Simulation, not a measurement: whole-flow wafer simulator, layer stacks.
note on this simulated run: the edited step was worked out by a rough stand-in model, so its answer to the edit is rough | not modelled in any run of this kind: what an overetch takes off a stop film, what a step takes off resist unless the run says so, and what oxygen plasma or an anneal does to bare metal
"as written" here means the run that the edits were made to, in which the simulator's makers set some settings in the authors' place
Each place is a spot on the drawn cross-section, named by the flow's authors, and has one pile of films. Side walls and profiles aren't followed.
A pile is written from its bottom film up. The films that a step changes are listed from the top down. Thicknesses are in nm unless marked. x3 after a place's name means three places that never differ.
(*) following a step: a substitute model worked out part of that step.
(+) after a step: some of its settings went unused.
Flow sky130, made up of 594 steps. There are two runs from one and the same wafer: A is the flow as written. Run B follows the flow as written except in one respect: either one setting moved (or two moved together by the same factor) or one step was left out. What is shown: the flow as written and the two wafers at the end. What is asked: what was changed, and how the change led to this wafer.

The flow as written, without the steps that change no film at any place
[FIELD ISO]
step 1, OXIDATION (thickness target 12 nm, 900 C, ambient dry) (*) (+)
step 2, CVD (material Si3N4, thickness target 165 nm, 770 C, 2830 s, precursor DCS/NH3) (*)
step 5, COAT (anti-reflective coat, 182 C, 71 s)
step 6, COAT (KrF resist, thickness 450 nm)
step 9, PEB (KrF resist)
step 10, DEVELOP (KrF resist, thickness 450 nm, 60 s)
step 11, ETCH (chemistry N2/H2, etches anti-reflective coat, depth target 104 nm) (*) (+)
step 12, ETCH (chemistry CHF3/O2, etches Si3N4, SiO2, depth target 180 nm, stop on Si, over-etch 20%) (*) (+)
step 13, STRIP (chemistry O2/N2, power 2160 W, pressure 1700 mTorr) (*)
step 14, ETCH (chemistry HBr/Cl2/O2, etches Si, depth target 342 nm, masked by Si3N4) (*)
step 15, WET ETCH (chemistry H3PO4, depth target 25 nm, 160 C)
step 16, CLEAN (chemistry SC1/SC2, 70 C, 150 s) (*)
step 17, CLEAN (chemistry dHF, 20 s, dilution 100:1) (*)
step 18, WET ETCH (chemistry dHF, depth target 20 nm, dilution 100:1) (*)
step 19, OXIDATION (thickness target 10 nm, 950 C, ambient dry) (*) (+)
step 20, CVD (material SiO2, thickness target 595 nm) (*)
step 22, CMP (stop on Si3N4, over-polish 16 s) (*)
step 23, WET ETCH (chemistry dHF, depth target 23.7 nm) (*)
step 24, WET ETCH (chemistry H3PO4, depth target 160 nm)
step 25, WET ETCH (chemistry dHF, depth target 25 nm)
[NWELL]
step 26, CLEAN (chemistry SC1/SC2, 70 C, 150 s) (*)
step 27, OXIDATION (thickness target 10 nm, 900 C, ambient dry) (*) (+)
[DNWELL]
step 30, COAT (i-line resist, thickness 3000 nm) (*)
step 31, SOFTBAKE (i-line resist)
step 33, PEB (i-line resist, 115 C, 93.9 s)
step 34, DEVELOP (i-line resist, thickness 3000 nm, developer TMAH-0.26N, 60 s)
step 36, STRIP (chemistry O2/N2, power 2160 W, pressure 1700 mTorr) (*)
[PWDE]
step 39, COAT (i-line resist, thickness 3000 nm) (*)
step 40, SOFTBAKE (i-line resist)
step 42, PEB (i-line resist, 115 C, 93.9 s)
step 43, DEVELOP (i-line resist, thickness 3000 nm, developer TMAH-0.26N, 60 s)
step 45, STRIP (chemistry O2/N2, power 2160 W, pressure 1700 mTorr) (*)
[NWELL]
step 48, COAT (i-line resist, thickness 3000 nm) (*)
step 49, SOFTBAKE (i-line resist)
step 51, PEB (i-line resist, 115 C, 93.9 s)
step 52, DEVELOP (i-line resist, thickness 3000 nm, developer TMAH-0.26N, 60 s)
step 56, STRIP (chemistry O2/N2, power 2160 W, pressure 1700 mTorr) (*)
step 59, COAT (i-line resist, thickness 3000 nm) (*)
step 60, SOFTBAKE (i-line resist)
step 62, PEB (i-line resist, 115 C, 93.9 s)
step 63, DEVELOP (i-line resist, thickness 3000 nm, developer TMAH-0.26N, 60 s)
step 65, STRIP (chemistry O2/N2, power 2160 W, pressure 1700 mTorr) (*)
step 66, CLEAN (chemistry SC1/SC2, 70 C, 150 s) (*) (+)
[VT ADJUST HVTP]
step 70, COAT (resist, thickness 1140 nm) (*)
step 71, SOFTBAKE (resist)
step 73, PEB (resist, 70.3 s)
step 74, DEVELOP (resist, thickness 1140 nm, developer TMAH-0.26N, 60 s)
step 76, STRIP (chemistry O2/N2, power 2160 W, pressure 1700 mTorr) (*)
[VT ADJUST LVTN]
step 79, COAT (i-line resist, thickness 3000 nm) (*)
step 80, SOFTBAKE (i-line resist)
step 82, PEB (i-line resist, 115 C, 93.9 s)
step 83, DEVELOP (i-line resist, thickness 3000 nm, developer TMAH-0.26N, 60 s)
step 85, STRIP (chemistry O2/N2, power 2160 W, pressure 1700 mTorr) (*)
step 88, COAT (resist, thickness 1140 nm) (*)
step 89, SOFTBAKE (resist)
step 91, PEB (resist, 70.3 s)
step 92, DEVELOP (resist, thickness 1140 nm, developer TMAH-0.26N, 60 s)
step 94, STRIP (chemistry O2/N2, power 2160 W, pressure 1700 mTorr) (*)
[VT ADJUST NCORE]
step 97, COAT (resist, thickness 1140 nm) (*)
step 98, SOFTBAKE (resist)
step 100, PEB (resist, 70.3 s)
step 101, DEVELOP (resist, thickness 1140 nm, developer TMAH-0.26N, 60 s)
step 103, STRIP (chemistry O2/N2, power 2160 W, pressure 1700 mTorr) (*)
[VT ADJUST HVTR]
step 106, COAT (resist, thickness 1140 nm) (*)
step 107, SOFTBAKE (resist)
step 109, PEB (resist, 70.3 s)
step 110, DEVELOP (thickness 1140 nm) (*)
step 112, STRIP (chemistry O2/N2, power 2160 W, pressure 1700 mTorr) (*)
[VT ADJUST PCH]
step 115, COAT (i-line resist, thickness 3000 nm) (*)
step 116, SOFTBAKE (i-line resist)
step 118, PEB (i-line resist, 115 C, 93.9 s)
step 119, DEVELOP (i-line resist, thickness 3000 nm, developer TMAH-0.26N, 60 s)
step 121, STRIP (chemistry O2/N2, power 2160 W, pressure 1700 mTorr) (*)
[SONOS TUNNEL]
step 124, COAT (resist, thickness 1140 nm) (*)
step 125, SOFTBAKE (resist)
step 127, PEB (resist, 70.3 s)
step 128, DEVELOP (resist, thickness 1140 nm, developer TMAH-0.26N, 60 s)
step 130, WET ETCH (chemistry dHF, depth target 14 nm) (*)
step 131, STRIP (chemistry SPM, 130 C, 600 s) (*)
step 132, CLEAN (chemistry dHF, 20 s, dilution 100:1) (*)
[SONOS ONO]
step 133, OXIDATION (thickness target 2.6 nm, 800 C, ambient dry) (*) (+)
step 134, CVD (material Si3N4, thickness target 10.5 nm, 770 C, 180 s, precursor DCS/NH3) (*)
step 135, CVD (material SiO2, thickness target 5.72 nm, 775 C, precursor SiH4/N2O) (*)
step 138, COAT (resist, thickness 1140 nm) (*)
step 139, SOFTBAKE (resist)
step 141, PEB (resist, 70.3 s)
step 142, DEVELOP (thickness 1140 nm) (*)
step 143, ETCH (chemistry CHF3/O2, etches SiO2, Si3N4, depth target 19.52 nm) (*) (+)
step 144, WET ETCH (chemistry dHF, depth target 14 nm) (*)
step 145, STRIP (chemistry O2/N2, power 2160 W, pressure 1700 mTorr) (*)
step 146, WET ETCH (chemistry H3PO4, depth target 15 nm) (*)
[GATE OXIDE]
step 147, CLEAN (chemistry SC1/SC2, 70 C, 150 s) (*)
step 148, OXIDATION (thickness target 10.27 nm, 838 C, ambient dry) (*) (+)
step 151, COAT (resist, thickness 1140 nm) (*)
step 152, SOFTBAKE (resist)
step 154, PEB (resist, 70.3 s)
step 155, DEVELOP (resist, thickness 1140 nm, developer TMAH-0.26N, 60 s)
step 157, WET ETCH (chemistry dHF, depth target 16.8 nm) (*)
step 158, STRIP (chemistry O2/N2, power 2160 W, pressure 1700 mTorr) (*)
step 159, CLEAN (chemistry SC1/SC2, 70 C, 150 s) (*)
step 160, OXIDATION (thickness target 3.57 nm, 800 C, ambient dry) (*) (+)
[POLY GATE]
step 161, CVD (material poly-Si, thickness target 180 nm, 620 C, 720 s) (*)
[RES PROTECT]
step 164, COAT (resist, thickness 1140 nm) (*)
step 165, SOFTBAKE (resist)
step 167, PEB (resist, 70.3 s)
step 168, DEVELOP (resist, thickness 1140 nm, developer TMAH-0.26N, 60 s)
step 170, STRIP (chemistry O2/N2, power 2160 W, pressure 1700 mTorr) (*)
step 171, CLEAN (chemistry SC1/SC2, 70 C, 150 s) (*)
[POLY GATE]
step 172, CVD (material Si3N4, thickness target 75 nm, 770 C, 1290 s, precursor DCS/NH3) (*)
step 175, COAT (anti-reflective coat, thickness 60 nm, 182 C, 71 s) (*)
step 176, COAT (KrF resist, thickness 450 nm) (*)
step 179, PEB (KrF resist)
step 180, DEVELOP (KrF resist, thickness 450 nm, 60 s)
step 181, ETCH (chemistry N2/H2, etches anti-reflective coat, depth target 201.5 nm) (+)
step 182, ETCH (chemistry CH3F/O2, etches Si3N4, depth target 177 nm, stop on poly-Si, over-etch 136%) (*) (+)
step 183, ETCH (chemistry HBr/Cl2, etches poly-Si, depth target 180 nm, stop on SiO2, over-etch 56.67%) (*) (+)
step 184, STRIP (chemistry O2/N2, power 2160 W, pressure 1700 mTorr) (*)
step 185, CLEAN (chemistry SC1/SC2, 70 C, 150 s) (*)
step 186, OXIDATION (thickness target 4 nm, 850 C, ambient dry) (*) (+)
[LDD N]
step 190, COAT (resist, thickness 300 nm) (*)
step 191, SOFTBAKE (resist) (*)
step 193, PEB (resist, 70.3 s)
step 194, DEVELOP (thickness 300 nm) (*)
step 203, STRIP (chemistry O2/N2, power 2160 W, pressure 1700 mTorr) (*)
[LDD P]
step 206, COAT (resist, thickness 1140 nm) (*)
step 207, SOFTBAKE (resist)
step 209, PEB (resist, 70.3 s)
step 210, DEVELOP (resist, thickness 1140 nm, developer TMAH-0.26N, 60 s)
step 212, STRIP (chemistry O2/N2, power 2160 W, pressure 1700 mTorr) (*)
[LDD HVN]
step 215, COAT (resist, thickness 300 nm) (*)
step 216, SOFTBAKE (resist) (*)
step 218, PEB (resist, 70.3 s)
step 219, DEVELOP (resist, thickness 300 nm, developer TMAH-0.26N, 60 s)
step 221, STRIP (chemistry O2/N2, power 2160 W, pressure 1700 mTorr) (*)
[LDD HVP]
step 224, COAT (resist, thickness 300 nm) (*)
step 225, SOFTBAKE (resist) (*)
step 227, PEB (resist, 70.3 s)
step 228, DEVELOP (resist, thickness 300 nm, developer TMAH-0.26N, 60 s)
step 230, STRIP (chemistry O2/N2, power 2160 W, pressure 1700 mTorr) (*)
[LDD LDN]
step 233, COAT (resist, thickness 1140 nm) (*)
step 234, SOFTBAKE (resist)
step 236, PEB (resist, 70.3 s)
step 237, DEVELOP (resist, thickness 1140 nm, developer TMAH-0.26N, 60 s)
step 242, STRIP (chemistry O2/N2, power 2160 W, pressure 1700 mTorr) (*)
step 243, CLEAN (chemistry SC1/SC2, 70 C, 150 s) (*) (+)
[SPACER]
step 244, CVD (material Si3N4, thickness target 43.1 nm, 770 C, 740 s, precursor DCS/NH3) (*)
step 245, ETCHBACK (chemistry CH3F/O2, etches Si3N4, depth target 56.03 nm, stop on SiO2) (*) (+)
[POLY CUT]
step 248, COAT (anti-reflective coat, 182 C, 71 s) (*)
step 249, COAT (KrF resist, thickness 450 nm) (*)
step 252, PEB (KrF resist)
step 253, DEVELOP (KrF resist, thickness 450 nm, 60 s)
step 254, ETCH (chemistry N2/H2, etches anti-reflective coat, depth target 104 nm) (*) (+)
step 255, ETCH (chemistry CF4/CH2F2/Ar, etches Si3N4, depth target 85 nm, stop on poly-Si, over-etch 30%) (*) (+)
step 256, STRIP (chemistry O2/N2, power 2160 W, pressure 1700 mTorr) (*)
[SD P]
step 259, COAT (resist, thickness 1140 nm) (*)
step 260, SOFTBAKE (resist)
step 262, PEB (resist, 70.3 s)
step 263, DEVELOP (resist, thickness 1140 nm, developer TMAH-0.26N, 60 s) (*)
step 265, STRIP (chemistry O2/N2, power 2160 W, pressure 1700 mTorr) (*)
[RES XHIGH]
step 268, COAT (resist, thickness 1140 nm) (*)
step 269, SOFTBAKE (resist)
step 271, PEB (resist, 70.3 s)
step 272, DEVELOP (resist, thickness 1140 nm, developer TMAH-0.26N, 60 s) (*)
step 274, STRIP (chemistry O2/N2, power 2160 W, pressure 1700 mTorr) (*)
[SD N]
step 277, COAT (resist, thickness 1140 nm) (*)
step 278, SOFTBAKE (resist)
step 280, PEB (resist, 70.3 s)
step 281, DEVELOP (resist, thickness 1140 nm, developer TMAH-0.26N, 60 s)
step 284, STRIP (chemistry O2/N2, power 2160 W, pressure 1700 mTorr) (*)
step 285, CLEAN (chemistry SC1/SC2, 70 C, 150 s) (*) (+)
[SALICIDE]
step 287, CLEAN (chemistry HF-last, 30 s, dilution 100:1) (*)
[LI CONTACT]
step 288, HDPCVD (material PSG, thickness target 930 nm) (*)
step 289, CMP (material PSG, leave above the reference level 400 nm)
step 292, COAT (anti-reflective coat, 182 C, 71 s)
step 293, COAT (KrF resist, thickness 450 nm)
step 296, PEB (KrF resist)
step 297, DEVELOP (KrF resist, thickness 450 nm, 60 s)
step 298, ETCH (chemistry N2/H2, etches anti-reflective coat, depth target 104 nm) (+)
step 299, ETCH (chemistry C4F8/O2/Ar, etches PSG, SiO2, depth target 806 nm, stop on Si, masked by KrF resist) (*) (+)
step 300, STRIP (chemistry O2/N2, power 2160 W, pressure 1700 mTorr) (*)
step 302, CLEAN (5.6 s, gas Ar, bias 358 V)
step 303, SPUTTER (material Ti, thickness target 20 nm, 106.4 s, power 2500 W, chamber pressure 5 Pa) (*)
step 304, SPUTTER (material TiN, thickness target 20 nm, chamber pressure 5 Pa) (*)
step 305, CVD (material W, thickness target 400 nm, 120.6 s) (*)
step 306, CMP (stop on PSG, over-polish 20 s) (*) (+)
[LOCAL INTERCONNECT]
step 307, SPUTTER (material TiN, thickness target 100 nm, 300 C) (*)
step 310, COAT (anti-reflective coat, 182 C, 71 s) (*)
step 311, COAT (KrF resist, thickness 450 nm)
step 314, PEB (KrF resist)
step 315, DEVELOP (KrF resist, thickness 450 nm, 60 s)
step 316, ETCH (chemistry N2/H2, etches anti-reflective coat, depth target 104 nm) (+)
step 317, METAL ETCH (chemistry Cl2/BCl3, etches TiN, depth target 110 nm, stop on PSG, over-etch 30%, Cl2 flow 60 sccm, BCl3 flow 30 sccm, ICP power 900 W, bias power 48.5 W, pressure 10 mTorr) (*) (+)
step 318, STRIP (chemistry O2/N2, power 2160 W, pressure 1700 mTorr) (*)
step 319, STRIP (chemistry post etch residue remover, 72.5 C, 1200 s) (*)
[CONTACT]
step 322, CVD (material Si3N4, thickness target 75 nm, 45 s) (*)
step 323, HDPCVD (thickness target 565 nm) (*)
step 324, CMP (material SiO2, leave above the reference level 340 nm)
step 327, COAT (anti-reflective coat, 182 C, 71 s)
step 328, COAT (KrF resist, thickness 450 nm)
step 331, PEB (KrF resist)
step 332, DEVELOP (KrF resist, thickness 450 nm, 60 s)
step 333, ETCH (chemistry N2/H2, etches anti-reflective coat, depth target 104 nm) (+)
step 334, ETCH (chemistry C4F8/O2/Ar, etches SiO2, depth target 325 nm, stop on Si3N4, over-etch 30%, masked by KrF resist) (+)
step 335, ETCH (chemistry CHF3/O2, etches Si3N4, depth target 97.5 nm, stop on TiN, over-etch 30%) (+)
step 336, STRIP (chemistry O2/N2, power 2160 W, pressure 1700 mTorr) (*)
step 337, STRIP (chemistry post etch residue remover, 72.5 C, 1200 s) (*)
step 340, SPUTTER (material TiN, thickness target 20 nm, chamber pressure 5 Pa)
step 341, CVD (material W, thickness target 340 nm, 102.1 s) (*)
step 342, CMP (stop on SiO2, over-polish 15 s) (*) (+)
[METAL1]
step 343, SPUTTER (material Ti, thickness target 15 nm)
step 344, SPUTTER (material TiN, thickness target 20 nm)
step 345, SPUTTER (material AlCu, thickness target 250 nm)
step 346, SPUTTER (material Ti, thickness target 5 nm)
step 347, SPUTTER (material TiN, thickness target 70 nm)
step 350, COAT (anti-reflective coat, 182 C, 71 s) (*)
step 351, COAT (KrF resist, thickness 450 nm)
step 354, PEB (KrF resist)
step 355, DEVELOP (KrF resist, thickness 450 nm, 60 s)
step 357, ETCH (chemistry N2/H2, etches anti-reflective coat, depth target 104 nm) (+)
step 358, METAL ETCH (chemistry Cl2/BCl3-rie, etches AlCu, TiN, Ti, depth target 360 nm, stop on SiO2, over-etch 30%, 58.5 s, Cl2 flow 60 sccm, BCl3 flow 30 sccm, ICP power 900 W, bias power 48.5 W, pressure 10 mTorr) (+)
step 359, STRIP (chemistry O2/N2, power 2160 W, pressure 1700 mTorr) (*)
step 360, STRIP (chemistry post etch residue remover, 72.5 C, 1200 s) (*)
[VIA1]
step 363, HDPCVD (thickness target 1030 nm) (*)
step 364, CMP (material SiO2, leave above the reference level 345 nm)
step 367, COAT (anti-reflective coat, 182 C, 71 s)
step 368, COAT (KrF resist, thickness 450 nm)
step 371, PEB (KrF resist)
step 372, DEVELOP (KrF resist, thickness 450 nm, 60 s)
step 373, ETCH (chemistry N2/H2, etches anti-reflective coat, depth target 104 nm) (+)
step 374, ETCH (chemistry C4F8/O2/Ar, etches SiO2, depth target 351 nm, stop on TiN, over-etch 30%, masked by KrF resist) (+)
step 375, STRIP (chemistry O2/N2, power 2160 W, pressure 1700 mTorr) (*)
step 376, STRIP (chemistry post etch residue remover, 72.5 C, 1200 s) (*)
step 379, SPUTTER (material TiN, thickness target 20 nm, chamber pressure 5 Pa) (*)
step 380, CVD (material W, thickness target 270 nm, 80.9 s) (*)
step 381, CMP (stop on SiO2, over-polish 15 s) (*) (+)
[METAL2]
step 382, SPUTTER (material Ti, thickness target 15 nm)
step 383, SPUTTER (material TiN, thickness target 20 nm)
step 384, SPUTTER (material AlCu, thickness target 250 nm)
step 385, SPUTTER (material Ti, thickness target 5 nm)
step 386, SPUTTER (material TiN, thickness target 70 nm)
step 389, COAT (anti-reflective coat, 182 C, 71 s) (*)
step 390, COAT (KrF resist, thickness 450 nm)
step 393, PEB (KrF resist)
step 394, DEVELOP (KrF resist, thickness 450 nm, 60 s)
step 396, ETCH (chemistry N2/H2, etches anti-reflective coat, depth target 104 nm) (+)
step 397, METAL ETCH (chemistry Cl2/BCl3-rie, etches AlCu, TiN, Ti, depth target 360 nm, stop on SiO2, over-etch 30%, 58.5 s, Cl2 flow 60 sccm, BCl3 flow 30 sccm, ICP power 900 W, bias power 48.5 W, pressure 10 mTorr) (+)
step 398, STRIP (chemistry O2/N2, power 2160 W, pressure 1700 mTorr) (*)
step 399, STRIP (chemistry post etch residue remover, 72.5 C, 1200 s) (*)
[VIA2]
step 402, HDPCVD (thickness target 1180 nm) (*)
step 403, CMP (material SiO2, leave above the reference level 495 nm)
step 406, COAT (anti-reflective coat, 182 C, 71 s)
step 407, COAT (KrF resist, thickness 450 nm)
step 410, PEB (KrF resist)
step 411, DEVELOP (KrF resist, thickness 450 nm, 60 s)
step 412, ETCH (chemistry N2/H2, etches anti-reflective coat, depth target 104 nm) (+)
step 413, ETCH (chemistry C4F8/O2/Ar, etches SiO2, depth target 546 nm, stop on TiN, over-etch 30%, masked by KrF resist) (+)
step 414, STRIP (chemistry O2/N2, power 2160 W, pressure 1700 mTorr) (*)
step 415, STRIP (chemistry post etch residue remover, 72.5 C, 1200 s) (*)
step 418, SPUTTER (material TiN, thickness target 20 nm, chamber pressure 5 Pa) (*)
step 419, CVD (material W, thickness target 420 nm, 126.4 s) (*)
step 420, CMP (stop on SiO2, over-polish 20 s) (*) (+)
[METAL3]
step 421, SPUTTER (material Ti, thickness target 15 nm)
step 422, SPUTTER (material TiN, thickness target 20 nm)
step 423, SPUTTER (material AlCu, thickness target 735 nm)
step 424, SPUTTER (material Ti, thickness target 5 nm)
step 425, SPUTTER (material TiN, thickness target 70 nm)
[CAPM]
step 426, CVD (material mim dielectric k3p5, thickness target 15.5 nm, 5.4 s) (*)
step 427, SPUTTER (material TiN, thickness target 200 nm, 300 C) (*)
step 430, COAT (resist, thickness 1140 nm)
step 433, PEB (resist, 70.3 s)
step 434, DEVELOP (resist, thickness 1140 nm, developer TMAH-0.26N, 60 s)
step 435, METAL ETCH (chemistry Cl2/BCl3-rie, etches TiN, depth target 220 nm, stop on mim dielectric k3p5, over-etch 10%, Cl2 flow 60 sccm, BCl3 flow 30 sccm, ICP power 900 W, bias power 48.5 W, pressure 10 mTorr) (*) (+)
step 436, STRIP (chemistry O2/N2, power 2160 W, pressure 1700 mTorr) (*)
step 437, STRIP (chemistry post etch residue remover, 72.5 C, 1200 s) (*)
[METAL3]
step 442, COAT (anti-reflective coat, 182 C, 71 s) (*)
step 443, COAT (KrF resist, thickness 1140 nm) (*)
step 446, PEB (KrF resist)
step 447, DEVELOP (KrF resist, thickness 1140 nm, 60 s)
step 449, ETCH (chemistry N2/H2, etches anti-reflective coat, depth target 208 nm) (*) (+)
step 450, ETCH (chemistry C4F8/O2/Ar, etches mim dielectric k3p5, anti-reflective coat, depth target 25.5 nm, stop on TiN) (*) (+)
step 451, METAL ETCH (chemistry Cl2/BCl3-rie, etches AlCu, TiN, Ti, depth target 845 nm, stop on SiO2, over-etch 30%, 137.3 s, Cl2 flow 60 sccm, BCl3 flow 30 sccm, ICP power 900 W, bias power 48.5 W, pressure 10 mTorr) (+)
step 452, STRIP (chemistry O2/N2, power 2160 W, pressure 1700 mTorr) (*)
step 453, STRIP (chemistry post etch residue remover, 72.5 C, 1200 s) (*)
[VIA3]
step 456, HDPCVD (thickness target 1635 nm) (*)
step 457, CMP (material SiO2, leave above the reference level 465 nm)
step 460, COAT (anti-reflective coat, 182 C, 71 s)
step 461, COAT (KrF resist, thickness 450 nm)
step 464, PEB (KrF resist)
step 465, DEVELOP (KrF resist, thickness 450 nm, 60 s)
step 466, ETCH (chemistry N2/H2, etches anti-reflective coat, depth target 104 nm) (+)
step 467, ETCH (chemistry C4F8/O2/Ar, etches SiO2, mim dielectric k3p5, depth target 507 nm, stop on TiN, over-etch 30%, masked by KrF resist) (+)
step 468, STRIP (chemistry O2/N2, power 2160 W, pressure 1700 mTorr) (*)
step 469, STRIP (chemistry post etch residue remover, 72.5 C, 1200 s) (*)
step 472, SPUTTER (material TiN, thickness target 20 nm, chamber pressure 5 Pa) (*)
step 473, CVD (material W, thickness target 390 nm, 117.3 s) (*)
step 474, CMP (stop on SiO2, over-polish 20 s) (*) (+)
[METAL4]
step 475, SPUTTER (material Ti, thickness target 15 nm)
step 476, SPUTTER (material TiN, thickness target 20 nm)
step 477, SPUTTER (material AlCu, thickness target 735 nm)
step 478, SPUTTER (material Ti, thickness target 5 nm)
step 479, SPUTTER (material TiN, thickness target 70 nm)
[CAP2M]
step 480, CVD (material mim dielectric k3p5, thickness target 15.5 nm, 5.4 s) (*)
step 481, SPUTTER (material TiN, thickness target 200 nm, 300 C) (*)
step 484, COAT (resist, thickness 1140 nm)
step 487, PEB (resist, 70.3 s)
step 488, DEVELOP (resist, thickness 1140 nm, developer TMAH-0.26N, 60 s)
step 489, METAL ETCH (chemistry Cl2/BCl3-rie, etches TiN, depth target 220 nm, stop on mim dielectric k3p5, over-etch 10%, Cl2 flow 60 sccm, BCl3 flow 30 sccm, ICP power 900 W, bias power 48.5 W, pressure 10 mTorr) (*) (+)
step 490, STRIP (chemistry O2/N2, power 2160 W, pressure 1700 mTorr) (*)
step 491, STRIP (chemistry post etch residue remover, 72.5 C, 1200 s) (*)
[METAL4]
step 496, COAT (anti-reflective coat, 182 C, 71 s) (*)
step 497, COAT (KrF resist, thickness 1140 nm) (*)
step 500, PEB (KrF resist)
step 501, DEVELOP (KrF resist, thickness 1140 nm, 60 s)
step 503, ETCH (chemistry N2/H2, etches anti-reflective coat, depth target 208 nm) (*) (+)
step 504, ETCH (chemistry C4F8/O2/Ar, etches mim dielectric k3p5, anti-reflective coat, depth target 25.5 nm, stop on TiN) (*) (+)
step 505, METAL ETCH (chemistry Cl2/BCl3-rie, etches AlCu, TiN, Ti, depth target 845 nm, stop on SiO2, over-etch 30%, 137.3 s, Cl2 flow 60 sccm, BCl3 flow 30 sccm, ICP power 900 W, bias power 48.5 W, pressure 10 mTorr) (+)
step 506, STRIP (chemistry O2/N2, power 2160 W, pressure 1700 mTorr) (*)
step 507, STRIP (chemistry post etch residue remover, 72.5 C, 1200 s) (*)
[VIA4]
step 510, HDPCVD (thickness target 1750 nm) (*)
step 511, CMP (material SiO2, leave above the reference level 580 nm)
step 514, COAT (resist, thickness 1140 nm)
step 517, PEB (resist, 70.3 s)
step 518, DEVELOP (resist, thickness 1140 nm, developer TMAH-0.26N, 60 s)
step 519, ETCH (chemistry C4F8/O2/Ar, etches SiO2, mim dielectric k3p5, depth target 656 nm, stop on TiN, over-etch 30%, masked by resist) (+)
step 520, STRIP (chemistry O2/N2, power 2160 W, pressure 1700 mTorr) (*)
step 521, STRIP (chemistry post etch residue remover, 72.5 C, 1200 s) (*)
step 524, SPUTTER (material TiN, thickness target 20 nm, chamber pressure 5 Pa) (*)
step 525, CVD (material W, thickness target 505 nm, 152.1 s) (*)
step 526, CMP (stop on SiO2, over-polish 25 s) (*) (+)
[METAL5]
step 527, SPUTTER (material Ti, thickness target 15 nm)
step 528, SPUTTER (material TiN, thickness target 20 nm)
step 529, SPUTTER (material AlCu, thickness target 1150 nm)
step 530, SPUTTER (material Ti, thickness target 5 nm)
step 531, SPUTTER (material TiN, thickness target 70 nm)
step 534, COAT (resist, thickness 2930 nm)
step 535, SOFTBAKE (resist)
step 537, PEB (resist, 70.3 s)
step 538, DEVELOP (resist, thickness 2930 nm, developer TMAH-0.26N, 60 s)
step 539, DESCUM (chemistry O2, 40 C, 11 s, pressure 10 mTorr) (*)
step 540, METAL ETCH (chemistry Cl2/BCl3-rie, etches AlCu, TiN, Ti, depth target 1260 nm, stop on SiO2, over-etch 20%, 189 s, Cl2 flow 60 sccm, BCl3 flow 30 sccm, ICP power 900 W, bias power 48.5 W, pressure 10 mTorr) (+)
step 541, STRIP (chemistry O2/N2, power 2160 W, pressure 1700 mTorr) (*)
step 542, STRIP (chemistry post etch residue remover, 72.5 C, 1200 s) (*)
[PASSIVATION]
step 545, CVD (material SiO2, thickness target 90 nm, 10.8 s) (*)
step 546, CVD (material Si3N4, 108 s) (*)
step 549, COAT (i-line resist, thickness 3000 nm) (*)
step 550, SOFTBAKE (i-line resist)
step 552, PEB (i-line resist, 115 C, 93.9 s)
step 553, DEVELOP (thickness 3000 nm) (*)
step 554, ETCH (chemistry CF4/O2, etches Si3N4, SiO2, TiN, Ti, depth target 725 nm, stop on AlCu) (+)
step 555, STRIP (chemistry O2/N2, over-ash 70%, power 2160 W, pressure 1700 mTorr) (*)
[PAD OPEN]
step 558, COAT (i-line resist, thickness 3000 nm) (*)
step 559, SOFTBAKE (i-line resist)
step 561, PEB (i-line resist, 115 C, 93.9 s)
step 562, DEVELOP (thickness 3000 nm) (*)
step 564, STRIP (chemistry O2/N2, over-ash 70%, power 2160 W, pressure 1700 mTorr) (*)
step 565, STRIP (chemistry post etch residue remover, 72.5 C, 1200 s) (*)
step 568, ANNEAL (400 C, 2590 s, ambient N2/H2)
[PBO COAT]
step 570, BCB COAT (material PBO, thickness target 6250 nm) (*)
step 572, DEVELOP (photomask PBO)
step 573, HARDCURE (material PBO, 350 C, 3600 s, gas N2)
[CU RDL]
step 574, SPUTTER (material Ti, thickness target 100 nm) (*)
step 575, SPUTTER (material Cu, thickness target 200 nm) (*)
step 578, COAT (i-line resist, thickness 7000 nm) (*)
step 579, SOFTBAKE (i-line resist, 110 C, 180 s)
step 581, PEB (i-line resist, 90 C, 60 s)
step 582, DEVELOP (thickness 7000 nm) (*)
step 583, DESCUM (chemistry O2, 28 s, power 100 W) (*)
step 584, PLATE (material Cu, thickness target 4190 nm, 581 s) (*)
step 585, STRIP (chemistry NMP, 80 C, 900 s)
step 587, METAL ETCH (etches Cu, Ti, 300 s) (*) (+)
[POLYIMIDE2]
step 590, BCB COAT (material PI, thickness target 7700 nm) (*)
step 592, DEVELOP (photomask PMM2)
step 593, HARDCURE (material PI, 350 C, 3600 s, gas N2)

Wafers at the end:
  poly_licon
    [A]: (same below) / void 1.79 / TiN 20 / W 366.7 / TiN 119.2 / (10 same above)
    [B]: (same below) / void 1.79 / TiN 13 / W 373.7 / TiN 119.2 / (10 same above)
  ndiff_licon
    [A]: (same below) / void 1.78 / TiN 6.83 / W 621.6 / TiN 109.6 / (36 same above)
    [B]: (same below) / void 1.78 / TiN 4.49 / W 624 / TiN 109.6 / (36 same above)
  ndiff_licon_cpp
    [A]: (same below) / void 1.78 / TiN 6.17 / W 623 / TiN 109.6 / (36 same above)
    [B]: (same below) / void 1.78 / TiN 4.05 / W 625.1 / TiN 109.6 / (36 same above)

Cause: step 304, SPUTTER: thickness target 13 nm was run, though the flow has thickness target 20 nm.
The wafer itself shows it: poly_licon has TiN 13, and step 304 as written asks for 20 nm.

Step by step, how the change led to this:
  step 304, SPUTTER (material TiN, thickness target 20 nm, chamber pressure 5 Pa) (*)
      field, active, n_well and 185 more: A +20 TiN (new film) | B +13 TiN (new film)
      ndiff_licon: A +6.83 TiN (new film) | B +4.49 TiN (new film)
      (also at 2 further places)
  step 306, CMP (stop on PSG, over-polish 20 s) (*) (+)
      field, active, n_well and 184 more: A -400 W (all of it), -20 TiN (all of it), -20 Ti (all of it), -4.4 PSG | B -400 W (all of it), -13 TiN (all of it), -20 Ti (all of it), -4.4 PSG
      poly_licon: A -33.3 W | B -26.3 W
